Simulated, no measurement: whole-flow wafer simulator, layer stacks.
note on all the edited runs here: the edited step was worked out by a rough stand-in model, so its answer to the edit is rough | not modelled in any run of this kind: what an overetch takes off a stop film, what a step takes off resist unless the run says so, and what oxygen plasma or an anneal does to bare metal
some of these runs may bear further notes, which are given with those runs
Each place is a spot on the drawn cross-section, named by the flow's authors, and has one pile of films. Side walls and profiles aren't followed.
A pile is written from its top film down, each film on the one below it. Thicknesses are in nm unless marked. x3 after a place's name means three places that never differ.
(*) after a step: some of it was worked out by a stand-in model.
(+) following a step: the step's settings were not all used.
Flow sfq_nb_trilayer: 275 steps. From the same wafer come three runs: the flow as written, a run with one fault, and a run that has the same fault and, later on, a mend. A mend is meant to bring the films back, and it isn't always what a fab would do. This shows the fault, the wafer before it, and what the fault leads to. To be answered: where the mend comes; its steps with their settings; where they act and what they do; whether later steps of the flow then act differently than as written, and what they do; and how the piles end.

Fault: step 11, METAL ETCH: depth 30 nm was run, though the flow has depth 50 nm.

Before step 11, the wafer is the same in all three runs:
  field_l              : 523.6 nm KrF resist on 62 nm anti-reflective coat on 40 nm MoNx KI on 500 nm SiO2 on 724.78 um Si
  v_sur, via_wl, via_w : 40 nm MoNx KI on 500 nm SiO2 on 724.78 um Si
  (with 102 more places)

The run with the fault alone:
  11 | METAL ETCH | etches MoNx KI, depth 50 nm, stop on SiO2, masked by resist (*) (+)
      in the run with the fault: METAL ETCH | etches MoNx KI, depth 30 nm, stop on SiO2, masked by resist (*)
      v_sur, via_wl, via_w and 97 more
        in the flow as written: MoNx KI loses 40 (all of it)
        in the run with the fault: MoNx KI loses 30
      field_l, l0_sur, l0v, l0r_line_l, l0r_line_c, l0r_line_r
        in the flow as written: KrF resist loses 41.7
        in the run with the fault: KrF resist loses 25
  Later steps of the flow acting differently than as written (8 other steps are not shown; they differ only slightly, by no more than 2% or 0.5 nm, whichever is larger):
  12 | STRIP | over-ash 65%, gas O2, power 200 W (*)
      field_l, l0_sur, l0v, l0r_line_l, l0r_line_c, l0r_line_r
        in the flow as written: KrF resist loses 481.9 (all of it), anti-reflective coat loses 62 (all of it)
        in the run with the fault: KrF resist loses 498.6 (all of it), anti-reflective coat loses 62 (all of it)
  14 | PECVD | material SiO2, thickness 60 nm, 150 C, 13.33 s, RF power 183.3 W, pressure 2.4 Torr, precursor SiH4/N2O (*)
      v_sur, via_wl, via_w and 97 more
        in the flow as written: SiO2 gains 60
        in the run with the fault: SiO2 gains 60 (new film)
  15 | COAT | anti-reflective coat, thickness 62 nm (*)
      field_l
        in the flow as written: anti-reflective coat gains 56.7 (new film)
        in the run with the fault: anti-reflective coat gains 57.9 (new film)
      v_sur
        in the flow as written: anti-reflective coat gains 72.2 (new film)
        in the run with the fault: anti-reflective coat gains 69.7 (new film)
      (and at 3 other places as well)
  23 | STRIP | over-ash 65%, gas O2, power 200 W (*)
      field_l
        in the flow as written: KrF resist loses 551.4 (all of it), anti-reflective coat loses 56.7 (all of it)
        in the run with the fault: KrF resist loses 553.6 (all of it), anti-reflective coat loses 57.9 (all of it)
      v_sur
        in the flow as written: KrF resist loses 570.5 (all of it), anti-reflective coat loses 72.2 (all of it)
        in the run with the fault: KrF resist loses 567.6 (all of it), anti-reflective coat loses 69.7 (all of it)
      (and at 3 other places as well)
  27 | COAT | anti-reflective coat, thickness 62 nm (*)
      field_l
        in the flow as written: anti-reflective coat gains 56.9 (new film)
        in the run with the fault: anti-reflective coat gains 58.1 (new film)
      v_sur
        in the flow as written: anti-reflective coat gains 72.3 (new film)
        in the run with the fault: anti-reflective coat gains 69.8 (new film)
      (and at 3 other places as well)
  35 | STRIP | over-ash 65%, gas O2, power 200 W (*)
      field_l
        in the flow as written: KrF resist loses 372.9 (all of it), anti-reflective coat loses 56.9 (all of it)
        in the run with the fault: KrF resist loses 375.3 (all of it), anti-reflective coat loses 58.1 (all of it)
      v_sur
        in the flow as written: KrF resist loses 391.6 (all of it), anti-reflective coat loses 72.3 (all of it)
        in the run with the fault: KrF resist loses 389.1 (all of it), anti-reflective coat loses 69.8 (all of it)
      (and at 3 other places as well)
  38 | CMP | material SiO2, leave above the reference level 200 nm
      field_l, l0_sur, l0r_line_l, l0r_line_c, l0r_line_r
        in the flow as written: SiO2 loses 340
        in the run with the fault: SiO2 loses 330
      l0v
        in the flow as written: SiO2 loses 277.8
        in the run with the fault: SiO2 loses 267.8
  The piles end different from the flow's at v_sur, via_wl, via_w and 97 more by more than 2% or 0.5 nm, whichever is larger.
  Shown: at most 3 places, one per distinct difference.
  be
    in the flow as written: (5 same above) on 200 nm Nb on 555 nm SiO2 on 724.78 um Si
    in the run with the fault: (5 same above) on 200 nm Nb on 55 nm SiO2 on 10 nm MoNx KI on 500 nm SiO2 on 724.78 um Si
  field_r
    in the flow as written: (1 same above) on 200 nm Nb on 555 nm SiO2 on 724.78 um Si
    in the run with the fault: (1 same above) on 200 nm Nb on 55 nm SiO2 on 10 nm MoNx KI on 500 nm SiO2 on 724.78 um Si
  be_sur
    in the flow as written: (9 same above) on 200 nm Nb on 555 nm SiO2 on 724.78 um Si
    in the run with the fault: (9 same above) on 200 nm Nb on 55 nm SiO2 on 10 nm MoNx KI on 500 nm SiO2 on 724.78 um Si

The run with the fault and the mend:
  After step 12 comes the mend.
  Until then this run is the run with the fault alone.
  12a | COAT | anti-reflective coat, thickness 62 nm (*) (a further turn of the flow's step 4)
      p4_fl x3, p4_w1 x9, p4_g1 x2 and 59 more
        anti-reflective coat gains 62 (new film)
      be, be_sur, gap and 11 more
        anti-reflective coat gains 63.3 (new film)
      via_v, wire, lsp_l, ln_m5
        anti-reflective coat gains 63.4 (new film)
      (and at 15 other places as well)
  12b | COAT | KrF resist, thickness 600 nm (*) (a further turn of the flow's step 5)
      p4_fl x3, p4_w1 x9, p4_g1 x2 and 59 more
        KrF resist gains 600 (new film)
      ce_l, c5j, ce_r, sp_r, be_r, r_sur
        KrF resist gains 605 (new film)
      gap, jj_sur, res, r_end
        KrF resist gains 605.1 (new film)
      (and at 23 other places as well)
  12c | SOFTBAKE | KrF resist (a further turn of the flow's step 6)
      does not change any film at any place that is followed
  12d | EXPOSE | photomask L0, dose 11.59 mJ/cm2, NA 0.6, wavelength 248 nm (*) (a further turn of the flow's step 7)
      does not change any film at any place that is followed
  12e | PEB | KrF resist, 90 s (a further turn of the flow's step 8)
      p4_fl x3, p4_w1 x9, p4_g1 x2 and 62 more
        KrF resist loses 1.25
      wire, be, be_sur and 12 more
        KrF resist loses 1.26
      v_sur, via_w, via_wr and 7 more
        KrF resist loses 1.27
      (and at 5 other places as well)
  12f | DEVELOP | KrF resist, thickness 600 nm, 60 s (a further turn of the flow's step 9)
      p4_fl x3, p4_w1 x9, p4_g1 x2 and 59 more
        KrF resist loses 598.7 (all of it)
      gap, jj_sur, ce_l and 6 more
        KrF resist loses 603.8 (all of it)
      field_l, l0_sur, l0v, l0r_line_l, l0r_line_c, l0r_line_r
        KrF resist loses 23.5
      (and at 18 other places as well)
  12g | METAL ETCH | etches anti-reflective coat, depth 125 nm, masked by resist (*) (+) (a further turn of the flow's step 10)
      p4_fl x3, p4_w1 x9, p4_g1 x2 and 59 more
        anti-reflective coat loses 62 (all of it)
      be, be_sur, gap and 11 more
        anti-reflective coat loses 63.3 (all of it)
      field_l, l0_sur, l0v, l0r_line_l, l0r_line_c, l0r_line_r
        KrF resist loses 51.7
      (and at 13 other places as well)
  12h | METAL ETCH | etches MoNx KI, depth 20 nm, stop on SiO2, masked by resist (+) (a further turn of the flow's step 11, with different settings)
      v_sur, via_wl, via_w and 97 more
        MoNx KI loses 10 (all of it)
      field_l, l0_sur, l0v, l0r_line_l, l0r_line_c, l0r_line_r
        KrF resist loses 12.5
  12i | STRIP | over-ash 65%, gas O2, power 200 W (*) (a further turn of the flow's step 12)
      l0r_line_l, l0r_line_c, l0r_line_r
        KrF resist loses 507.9 (all of it), anti-reflective coat loses 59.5 (all of it)
      field_l
        KrF resist loses 504.1 (all of it), anti-reflective coat loses 57.7 (all of it)
      l0_sur
        KrF resist loses 505.4 (all of it), anti-reflective coat loses 55.5 (all of it)
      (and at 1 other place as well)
  Every later step of the flow that is run acts as written at every place that is followed.
  By the end, the piles equal the flow's at every place that both follow.
